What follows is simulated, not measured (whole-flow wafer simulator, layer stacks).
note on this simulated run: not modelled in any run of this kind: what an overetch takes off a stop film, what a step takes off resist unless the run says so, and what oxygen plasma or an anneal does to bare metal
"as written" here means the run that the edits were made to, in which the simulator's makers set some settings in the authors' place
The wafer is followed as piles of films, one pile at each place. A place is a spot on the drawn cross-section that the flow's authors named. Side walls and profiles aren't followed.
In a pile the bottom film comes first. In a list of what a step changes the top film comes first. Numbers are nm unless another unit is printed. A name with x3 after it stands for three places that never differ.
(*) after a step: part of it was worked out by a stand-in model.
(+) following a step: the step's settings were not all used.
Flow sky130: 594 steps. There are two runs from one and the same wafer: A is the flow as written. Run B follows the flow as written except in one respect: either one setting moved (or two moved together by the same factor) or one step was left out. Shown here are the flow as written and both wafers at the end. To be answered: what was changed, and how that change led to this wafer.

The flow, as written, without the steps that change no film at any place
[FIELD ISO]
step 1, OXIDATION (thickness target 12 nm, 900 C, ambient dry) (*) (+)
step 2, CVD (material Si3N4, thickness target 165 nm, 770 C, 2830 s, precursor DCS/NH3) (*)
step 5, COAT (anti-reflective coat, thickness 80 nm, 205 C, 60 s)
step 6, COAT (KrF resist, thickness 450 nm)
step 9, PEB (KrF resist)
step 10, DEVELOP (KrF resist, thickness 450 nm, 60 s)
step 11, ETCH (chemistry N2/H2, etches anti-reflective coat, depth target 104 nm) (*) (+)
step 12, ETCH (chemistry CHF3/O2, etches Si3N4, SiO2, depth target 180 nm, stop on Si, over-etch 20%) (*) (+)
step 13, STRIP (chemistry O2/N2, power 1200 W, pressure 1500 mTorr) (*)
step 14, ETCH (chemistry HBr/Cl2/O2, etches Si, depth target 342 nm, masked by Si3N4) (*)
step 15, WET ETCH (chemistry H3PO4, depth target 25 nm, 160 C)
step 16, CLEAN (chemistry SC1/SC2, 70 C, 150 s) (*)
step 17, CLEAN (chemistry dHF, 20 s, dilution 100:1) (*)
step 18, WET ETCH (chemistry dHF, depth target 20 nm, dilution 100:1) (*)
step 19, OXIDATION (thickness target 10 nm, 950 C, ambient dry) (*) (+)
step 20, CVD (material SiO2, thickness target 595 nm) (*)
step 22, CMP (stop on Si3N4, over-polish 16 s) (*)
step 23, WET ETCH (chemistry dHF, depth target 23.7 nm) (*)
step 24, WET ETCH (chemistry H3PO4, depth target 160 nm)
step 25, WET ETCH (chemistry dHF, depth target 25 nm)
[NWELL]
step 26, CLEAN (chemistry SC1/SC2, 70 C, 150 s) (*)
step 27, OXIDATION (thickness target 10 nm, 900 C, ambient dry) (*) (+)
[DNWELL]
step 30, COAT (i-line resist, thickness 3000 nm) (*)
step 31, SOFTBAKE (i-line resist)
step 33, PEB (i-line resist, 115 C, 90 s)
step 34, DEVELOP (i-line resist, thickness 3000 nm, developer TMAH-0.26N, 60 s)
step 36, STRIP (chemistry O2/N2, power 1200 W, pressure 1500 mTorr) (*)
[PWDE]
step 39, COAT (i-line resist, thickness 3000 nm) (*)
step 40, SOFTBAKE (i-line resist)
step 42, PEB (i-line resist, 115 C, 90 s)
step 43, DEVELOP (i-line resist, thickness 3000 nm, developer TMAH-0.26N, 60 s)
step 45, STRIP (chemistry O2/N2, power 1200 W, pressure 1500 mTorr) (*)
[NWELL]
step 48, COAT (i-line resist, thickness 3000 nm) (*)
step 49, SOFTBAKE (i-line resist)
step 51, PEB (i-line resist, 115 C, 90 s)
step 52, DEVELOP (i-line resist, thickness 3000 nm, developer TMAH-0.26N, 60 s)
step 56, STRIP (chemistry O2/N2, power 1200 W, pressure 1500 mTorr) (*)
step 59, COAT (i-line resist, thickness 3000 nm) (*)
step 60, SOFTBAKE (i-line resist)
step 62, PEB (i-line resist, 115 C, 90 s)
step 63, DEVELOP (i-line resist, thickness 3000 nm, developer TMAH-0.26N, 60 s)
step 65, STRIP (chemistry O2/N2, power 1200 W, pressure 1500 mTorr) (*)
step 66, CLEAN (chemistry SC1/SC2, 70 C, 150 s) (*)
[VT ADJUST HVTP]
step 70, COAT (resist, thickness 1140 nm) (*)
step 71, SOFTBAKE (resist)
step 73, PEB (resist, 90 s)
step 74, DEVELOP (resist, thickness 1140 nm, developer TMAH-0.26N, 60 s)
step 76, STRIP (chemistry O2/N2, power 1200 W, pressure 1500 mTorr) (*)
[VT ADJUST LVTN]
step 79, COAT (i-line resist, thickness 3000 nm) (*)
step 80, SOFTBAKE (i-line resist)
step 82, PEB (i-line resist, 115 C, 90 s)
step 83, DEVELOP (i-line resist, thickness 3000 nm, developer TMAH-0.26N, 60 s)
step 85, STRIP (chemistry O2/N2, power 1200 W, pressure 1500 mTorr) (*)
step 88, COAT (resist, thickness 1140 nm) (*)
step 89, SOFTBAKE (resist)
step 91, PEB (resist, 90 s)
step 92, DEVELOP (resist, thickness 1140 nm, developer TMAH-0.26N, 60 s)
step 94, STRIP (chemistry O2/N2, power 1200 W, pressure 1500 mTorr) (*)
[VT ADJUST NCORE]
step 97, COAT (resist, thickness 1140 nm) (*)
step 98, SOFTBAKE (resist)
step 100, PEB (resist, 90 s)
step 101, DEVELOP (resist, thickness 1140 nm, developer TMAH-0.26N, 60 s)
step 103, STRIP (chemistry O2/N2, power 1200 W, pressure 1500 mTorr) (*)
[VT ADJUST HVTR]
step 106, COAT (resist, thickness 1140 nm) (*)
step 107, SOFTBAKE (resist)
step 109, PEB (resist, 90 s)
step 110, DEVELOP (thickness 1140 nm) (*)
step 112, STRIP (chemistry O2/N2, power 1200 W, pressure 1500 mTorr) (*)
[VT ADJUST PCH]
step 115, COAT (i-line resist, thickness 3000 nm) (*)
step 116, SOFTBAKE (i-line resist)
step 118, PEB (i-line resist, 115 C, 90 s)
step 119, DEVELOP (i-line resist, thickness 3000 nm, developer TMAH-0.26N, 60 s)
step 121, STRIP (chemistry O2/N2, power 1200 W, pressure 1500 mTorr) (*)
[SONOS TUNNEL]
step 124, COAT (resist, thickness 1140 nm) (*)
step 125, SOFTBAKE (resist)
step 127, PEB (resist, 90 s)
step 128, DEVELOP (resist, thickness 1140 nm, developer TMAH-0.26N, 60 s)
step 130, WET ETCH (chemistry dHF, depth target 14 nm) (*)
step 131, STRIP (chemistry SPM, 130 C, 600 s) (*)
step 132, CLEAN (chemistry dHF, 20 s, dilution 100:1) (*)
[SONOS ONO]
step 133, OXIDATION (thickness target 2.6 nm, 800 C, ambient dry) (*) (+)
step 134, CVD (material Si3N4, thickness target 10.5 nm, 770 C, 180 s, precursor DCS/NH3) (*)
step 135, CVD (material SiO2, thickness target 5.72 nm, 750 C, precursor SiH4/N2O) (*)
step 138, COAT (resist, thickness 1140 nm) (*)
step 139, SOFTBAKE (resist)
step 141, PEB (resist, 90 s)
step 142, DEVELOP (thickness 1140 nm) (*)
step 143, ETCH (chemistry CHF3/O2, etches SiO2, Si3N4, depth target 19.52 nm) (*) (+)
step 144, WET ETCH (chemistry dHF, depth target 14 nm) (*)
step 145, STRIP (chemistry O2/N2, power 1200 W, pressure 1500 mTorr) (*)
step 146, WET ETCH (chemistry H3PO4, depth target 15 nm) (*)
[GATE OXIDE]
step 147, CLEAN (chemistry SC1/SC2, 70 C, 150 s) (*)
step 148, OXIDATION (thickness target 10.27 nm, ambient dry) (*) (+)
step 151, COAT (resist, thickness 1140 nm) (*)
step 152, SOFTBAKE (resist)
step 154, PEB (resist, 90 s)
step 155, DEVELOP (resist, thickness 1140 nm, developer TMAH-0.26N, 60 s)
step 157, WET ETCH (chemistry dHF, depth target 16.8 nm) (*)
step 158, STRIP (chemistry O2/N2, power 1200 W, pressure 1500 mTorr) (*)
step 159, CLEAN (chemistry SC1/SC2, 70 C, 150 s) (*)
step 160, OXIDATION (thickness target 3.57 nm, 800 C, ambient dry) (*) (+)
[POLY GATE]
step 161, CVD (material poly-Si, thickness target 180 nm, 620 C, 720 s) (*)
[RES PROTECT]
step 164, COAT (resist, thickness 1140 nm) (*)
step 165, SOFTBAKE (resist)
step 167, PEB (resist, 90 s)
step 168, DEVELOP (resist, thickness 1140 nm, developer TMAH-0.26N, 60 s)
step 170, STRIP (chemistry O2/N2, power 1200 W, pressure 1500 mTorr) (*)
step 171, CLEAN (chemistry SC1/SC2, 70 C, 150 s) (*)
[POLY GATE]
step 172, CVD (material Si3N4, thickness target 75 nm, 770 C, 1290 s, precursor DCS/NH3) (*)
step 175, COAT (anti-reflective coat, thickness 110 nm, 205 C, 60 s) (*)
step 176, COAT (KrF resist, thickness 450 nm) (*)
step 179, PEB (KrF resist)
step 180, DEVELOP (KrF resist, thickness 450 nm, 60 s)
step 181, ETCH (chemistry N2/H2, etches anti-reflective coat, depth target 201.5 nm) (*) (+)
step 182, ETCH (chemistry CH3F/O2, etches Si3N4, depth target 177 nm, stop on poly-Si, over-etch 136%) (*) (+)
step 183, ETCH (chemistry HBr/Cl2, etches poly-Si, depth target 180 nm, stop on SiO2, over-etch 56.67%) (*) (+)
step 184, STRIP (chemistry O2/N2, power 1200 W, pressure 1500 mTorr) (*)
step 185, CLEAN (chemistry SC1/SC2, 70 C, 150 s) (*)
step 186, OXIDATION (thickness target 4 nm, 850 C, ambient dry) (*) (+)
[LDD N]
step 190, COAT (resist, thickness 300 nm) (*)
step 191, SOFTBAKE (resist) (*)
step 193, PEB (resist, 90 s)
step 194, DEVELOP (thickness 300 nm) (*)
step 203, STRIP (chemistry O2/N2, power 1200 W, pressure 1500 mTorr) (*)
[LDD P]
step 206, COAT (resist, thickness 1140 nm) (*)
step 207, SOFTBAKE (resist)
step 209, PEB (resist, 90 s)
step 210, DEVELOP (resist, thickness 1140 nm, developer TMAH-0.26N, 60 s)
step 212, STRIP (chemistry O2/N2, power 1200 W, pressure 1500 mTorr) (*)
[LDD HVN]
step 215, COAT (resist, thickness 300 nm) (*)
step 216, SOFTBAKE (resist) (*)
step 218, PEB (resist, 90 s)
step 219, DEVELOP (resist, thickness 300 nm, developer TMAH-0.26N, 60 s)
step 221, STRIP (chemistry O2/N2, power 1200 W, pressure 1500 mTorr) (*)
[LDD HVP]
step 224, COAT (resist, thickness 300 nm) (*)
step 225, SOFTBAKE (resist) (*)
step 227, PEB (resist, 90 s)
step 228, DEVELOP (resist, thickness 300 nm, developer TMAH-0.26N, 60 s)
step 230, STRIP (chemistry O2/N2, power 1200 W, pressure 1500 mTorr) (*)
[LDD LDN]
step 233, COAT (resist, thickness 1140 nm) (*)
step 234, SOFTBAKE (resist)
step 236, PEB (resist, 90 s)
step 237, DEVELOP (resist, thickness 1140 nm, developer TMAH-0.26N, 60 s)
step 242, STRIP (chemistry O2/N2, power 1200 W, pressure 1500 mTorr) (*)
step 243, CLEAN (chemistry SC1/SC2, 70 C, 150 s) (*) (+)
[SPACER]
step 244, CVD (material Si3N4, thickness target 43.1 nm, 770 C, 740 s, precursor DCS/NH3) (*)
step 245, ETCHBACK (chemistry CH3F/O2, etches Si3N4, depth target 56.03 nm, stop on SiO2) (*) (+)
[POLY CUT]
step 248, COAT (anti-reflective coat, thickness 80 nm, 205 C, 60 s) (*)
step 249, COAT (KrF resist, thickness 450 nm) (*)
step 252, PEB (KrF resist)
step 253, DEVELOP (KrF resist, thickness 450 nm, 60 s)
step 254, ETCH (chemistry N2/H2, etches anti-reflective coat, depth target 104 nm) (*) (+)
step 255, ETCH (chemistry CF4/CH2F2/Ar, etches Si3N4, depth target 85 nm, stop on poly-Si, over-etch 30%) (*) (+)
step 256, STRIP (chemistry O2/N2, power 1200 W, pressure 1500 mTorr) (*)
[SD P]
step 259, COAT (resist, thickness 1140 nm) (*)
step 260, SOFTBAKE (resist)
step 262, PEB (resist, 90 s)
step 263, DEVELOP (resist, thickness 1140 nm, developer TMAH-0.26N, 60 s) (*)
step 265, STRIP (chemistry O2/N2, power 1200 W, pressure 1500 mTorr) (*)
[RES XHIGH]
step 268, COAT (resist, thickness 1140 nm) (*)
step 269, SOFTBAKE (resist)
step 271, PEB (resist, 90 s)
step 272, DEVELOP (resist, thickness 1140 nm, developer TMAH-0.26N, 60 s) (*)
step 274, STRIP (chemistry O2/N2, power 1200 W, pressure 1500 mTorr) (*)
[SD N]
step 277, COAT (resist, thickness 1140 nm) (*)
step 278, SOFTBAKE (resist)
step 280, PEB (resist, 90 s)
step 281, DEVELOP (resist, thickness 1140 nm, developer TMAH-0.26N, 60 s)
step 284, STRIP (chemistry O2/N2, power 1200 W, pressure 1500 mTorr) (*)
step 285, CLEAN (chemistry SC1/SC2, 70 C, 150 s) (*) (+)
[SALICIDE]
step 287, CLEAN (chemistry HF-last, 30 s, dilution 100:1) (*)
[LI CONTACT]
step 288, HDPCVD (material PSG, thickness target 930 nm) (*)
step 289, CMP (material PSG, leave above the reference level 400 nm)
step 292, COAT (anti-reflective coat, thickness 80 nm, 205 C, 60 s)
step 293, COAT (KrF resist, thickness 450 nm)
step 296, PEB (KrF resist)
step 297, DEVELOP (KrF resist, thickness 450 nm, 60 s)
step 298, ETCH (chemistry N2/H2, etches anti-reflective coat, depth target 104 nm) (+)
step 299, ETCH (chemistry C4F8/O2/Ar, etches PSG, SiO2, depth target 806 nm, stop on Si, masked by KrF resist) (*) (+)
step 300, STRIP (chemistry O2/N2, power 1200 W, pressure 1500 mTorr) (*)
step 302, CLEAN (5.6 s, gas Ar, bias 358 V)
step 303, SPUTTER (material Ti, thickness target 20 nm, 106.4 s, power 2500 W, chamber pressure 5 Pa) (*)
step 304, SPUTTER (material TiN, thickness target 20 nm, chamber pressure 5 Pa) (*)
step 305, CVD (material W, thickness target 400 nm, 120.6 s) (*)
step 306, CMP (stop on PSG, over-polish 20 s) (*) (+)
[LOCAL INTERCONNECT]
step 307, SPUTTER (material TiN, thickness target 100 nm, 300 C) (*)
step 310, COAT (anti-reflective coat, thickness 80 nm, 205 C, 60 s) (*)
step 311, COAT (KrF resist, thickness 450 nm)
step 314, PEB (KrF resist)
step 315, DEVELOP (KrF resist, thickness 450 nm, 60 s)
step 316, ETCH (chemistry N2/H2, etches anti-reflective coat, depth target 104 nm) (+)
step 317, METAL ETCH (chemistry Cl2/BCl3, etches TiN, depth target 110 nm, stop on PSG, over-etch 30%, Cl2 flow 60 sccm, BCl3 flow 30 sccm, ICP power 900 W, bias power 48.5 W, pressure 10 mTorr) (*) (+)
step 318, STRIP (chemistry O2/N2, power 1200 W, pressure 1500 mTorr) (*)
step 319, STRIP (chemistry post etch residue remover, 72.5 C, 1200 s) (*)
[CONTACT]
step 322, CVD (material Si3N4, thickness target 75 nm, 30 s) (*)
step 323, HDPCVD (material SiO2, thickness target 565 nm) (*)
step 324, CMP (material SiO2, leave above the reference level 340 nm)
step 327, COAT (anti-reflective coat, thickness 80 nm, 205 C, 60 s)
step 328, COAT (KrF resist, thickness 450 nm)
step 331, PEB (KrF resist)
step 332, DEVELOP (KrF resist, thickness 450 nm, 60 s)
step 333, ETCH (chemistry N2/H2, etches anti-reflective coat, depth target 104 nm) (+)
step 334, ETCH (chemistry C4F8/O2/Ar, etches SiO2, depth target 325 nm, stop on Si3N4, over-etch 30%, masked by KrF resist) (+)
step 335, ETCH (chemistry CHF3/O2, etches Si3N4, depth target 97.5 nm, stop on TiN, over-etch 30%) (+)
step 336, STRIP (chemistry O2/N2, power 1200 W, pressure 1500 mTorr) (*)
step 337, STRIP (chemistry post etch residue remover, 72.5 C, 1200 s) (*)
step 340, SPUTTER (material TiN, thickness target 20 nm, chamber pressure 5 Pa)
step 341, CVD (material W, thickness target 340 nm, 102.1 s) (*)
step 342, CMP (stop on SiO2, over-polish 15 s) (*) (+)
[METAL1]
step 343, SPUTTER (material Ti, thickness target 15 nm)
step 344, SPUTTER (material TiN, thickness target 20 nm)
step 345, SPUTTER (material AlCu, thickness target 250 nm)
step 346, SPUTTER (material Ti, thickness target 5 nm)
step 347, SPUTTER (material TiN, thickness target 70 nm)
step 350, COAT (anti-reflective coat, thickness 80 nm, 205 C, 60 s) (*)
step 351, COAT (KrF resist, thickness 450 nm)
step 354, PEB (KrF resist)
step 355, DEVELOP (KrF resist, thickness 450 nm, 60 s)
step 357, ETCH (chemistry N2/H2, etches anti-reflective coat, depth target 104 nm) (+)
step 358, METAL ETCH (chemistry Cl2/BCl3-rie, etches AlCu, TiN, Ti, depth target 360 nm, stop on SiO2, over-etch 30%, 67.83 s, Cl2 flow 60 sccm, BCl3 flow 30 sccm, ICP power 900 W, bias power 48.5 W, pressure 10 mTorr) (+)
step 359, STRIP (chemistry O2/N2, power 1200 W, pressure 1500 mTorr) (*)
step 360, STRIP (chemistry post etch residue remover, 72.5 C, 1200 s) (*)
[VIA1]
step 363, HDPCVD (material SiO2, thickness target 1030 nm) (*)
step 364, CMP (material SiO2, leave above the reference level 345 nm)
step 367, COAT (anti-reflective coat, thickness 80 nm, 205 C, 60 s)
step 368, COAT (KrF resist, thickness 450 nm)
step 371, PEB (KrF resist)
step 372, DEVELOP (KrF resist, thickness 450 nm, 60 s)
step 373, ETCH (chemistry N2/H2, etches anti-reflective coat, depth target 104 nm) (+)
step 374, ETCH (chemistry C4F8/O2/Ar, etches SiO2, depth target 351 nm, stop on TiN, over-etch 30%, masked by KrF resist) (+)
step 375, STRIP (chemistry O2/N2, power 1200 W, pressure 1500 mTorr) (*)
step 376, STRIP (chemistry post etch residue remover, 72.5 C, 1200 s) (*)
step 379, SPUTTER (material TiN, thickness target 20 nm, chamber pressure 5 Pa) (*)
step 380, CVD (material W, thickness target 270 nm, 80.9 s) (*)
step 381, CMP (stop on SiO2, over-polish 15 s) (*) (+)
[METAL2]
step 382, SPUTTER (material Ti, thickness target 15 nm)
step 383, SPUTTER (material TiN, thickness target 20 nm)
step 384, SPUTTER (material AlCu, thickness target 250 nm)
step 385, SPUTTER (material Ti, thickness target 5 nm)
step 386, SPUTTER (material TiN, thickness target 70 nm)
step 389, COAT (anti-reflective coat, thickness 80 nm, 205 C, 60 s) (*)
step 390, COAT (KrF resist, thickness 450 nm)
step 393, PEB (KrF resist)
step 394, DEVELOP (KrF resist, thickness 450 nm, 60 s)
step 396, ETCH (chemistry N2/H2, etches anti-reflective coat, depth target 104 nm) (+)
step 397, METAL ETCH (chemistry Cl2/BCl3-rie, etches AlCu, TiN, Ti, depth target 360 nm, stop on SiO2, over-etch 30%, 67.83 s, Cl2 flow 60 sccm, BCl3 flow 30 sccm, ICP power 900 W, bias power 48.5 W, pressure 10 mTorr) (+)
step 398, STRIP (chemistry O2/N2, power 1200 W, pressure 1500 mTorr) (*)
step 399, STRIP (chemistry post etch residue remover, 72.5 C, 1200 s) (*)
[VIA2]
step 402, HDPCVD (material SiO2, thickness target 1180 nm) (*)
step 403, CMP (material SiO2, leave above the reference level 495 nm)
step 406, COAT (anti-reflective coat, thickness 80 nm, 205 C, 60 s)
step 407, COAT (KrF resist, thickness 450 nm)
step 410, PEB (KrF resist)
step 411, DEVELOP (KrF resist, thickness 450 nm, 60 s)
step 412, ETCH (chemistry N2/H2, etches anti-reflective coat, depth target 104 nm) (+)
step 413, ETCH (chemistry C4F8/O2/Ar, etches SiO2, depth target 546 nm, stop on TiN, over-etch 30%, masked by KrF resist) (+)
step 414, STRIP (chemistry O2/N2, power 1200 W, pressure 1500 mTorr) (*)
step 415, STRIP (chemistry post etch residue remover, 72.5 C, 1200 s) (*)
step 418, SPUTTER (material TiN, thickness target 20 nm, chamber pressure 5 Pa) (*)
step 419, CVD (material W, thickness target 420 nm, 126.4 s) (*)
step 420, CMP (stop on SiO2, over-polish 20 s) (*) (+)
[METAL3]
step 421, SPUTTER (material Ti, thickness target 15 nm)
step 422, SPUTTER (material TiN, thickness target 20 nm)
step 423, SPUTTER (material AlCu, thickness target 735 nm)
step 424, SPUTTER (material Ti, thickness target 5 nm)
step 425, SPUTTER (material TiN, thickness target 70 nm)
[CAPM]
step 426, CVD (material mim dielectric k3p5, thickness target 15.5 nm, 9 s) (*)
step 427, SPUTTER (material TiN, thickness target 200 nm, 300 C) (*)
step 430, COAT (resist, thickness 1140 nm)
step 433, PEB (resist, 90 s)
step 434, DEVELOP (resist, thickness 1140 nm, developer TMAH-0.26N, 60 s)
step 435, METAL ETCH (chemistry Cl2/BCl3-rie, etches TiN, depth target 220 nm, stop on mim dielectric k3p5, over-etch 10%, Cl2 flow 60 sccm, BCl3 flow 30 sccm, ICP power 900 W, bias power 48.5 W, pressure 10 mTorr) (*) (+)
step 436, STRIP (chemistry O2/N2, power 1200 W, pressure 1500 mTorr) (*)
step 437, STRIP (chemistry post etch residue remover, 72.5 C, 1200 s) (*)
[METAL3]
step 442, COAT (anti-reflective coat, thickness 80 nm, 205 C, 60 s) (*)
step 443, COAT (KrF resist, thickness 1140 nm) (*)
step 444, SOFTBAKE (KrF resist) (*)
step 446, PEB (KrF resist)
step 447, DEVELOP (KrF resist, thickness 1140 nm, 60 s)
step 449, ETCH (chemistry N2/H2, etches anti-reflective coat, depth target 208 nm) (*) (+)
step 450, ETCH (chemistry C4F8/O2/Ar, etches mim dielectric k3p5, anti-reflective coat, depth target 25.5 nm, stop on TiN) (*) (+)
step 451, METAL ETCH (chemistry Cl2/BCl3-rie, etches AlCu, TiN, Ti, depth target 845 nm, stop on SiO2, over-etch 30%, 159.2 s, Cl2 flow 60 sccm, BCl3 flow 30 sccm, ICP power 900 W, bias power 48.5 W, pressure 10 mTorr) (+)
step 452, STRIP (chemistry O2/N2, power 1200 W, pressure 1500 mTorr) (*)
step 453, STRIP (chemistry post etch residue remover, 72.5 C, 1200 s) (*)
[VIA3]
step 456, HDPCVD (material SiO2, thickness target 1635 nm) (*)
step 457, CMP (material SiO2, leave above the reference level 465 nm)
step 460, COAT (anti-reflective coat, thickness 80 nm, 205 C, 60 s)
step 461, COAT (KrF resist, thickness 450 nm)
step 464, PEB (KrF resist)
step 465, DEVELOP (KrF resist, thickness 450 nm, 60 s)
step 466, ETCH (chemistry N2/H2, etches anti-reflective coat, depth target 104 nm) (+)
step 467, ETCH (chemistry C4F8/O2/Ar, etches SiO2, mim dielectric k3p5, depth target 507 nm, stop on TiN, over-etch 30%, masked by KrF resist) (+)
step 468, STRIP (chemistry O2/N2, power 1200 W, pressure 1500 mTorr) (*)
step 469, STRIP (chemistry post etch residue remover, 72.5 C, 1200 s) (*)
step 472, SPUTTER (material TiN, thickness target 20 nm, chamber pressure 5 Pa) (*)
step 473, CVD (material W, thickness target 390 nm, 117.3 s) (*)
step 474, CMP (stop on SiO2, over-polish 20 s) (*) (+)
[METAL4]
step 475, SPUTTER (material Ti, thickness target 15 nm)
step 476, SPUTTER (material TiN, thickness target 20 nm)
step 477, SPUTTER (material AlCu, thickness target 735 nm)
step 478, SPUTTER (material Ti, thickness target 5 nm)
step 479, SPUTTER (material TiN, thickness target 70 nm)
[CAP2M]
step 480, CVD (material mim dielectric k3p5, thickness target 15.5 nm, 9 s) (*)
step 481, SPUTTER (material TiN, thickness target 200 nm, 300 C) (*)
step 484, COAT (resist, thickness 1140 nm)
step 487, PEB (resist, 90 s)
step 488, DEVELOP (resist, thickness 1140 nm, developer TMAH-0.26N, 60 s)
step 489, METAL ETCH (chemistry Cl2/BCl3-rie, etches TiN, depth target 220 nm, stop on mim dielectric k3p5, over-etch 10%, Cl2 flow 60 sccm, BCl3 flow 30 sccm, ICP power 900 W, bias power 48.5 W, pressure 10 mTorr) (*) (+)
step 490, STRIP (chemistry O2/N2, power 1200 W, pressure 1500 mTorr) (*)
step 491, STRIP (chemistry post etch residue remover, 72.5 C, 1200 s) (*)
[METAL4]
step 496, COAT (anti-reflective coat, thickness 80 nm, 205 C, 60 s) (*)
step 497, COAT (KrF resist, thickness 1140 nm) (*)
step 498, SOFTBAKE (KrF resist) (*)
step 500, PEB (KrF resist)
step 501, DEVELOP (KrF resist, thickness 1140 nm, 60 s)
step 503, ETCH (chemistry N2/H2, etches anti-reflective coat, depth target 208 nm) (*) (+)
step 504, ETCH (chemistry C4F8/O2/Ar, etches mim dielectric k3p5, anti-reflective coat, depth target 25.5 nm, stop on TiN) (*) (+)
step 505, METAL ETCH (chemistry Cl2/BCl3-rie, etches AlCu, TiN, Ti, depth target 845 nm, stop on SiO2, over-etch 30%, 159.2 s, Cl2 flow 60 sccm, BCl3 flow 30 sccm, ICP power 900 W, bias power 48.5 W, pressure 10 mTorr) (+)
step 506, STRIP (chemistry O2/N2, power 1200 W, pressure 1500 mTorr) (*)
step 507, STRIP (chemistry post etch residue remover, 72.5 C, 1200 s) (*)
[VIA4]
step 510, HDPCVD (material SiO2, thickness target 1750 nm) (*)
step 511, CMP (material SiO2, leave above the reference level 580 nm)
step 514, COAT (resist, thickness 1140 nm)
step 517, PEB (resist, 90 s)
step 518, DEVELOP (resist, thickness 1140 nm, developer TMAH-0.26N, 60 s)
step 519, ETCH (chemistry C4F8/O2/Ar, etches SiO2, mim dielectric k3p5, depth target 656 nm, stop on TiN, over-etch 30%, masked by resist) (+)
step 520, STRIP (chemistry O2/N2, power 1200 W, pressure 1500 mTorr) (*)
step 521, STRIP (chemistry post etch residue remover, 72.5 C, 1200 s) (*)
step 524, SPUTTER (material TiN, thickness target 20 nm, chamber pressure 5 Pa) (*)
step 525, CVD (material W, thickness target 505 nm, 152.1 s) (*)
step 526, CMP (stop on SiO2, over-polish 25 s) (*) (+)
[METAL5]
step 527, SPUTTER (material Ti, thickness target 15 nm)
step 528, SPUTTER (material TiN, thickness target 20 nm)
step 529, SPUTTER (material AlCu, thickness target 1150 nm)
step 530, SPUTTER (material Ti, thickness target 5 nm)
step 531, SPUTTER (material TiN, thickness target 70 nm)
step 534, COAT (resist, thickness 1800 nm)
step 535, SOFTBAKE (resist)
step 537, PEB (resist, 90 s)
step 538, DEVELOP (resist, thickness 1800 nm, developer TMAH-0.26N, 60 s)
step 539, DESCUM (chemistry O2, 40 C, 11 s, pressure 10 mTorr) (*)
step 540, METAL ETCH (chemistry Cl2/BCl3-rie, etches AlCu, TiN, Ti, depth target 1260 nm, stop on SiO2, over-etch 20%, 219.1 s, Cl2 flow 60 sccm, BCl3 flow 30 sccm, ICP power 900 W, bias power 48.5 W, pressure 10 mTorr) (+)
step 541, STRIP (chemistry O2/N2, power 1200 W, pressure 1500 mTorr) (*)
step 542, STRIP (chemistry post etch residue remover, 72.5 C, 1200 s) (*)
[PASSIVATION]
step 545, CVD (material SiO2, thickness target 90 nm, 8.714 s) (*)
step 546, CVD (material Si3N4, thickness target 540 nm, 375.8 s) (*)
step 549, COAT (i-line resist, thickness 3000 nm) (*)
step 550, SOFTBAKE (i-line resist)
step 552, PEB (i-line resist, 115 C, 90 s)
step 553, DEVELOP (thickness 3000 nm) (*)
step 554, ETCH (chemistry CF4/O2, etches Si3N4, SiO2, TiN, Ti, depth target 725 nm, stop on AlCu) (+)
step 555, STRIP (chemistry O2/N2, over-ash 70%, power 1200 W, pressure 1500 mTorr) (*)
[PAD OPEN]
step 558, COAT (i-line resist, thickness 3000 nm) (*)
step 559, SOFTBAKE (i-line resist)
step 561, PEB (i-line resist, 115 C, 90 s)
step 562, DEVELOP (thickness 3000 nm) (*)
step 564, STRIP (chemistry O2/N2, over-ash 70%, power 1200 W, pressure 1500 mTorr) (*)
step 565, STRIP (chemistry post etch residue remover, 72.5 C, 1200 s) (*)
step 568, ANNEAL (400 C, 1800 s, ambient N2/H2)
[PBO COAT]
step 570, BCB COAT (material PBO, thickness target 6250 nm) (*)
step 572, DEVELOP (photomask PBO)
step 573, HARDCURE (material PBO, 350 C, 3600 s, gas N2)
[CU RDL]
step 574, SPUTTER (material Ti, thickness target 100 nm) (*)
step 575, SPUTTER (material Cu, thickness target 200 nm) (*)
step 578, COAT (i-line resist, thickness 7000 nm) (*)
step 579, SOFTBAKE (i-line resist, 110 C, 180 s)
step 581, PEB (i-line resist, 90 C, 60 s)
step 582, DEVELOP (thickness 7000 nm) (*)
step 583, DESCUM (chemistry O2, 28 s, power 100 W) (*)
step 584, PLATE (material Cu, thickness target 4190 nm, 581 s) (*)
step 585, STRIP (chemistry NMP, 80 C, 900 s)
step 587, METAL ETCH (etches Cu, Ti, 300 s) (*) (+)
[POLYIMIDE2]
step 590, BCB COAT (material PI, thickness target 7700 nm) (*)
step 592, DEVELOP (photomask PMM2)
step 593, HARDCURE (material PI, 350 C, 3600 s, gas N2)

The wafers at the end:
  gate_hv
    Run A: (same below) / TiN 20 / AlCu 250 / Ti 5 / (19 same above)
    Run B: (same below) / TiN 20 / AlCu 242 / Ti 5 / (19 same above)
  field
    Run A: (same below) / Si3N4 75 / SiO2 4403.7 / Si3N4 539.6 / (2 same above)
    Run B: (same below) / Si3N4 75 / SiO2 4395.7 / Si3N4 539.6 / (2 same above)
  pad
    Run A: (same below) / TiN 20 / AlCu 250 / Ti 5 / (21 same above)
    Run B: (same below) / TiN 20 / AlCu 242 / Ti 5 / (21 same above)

Cause: step 384, SPUTTER: thickness target 242 nm was run, whereas the flow has thickness target 250 nm.
The wafer itself shows it: gate_hv has AlCu 242, and step 384 as written asks for 250 nm.

Step by step, how the change led to this:
  step 384, SPUTTER (material AlCu, thickness target 250 nm)
      field, active, n_well and 188 more: A +250 AlCu (new film) | B +242 AlCu (new film)
  step 397, METAL ETCH (chemistry Cl2/BCl3-rie, etches AlCu, TiN, Ti, depth target 360 nm, stop on SiO2, over-etch 30%, 67.83 s, Cl2 flow 60 sccm, BCl3 flow 30 sccm, ICP power 900 W, bias power 48.5 W, pressure 10 mTorr) (+)
      field, active, gate and 82 more: A -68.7 TiN (all of it), -5 Ti (all of it), -250 AlCu (all of it), -20 TiN (all of it), -15 Ti (all of it), -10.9 SiO2 | B -68.7 TiN (all of it), -5 Ti (all of it), -242 AlCu (all of it), -20 TiN (all of it), -15 Ti (all of it), -11.7 SiO2
